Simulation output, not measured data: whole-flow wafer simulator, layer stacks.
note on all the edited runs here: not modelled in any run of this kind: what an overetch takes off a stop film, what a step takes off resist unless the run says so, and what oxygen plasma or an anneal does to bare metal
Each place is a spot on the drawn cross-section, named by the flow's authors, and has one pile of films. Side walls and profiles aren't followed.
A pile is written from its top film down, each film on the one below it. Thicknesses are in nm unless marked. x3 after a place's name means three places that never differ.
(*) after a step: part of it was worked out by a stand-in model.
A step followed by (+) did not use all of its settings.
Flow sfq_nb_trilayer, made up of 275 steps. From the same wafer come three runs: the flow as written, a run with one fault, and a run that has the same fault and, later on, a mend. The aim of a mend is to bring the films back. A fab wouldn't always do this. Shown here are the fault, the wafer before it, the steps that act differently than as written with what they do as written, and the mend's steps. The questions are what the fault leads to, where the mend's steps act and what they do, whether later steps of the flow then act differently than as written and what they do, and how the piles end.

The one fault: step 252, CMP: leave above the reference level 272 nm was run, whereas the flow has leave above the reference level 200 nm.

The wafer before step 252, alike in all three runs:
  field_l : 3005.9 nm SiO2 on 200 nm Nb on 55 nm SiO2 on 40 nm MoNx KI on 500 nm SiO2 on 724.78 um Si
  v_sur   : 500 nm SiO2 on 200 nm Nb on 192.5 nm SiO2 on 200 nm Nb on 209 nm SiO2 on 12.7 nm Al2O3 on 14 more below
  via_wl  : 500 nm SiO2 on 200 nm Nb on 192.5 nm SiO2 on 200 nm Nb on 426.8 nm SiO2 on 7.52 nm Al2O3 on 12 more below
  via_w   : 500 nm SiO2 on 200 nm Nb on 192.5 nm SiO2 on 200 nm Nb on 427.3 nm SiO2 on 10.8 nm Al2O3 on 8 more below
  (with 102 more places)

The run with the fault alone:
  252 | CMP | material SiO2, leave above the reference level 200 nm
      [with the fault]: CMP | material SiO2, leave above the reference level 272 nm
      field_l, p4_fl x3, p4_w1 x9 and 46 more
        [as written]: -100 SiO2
        [with the fault]: -28 SiO2
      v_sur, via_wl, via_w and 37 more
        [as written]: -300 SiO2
        [with the fault]: -228 SiO2
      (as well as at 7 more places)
  Later steps of the flow acting differently than as written (4 other steps are not shown; they differ only slightly, by no more than 2% or 0.5 nm, whichever is larger):
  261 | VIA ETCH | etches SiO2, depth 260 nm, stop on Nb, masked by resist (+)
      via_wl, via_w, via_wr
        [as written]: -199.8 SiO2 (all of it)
        [with the fault]: -260 SiO2
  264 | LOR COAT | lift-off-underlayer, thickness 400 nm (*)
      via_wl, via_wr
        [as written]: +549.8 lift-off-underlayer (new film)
        [with the fault]: +594.8 lift-off-underlayer (new film)
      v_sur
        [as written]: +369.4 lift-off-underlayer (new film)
        [with the fault]: +360.2 lift-off-underlayer (new film)
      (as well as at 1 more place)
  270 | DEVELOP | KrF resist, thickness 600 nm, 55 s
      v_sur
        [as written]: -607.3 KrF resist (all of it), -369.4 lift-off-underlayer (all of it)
        [with the fault]: -609.9 KrF resist (all of it), -360.2 lift-off-underlayer (all of it)
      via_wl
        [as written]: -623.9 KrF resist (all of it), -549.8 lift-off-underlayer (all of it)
        [with the fault]: -631.4 KrF resist (all of it), -594.8 lift-off-underlayer (all of it)
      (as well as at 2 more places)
  The piles end different from the flow's at field_l, v_sur, via_wl and 103 more by more than 2% or 0.5 nm, whichever is larger.
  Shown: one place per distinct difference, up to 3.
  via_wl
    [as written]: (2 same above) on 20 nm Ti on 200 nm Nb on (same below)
    [with the fault]: (2 same above) on 20 nm Ti on 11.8 nm SiO2 on 200 nm Nb on (same below)
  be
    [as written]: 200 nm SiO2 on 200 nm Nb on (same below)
    [with the fault]: 272 nm SiO2 on 200 nm Nb on (same below)
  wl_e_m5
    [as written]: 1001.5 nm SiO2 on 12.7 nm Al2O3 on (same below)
    [with the fault]: 1073.5 nm SiO2 on 12.7 nm Al2O3 on (same below)

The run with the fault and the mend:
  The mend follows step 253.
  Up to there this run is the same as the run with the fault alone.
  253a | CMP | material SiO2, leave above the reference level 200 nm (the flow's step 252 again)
      field_l, v_sur, via_wl and 103 more
        -72 SiO2
  None of the later steps of the flow acts differently than as written at any place that is followed.
  At every place that both follow, the piles at the end match the flow's.
